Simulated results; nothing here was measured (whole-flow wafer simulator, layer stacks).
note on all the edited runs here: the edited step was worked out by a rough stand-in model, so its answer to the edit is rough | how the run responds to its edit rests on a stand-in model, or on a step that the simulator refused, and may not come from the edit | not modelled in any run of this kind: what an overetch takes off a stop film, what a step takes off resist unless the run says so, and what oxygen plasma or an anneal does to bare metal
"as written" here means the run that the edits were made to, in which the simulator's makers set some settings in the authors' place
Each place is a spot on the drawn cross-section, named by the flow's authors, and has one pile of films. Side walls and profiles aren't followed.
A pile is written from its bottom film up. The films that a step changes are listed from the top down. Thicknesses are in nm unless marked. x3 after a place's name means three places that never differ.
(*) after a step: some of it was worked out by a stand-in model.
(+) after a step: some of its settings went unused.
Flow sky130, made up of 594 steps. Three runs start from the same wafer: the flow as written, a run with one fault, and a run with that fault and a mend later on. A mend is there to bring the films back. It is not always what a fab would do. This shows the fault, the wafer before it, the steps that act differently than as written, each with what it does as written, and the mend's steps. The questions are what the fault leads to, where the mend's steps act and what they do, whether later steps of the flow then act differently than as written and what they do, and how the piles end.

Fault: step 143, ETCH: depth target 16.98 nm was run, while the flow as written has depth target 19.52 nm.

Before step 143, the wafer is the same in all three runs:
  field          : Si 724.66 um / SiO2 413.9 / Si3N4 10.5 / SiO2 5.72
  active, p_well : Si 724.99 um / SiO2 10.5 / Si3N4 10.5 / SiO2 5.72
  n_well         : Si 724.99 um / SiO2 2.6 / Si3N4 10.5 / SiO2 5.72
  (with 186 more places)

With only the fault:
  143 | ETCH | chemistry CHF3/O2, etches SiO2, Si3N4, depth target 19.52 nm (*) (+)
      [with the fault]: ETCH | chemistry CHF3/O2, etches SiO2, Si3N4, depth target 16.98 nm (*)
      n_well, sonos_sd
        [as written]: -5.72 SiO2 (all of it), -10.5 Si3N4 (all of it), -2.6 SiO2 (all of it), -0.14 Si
        [with the fault]: -5.72 SiO2 (all of it), -10.5 Si3N4 (all of it), -0.76 SiO2
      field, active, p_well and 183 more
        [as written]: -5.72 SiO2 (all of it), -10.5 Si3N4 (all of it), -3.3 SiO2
        [with the fault]: -5.72 SiO2 (all of it), -10.5 Si3N4 (all of it), -0.76 SiO2
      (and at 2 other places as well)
  Steps further on in the flow that do not act as written (74 more steps, not shown, differ only slightly: by at most 2% or 0.5 nm, whichever is larger):
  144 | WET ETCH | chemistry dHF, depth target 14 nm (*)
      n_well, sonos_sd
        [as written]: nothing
        [with the fault]: -1.84 SiO2 (all of it)
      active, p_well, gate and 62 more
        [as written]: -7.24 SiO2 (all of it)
        [with the fault]: -9.78 SiO2 (all of it)
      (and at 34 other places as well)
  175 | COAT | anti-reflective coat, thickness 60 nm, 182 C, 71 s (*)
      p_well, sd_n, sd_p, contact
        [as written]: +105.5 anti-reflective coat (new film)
        [with the fault]: +107.9 anti-reflective coat (new film)
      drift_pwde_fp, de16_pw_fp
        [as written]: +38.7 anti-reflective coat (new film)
        [with the fault]: +37.8 anti-reflective coat (new film)
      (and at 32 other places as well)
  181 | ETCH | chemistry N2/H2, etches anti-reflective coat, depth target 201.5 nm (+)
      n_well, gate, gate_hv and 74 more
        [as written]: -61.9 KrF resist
        [with the fault]: -63.3 KrF resist
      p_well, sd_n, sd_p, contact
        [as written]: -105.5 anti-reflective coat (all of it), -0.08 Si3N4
        [with the fault]: -107.9 anti-reflective coat (all of it), -0.08 Si3N4
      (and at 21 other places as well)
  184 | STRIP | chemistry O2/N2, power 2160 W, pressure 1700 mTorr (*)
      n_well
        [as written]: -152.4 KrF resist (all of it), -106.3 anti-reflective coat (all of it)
        [with the fault]: -150.3 KrF resist (all of it), -108.6 anti-reflective coat (all of it)
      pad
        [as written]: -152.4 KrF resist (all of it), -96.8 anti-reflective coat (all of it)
        [with the fault]: -150.3 KrF resist (all of it), -99.2 anti-reflective coat (all of it)
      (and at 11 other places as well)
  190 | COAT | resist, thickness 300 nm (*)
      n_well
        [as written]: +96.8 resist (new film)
        [with the fault]: +99.1 resist (new film)
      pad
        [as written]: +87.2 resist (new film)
        [with the fault]: +89.7 resist (new film)
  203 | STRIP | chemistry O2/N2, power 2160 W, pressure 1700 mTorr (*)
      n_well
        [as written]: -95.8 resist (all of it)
        [with the fault]: -98.1 resist (all of it)
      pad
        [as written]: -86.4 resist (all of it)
        [with the fault]: -88.8 resist (all of it)
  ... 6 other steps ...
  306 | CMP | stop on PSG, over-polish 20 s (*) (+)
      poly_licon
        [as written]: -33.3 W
        [with the fault]: -35.9 W
  At the end the piles are close to the flow's at the places that both follow, differing by at most 2% or 0.5 nm, whichever is larger.

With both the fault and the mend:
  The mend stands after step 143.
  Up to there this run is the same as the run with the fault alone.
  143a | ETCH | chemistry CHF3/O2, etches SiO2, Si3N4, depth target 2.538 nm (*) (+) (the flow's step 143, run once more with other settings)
      field, active, p_well and 183 more
        -2.54 SiO2
      n_well, sonos_sd
        -1.84 SiO2 (all of it), -0.14 Si
      sonos_cell, sonos_cell_x
        -2.11 resist
  Every later step of the flow that is run acts as written, at every place that is followed, to within 2% or 0.5 nm, whichever is larger.
  At every place that both follow, the piles at the end match the flow's.
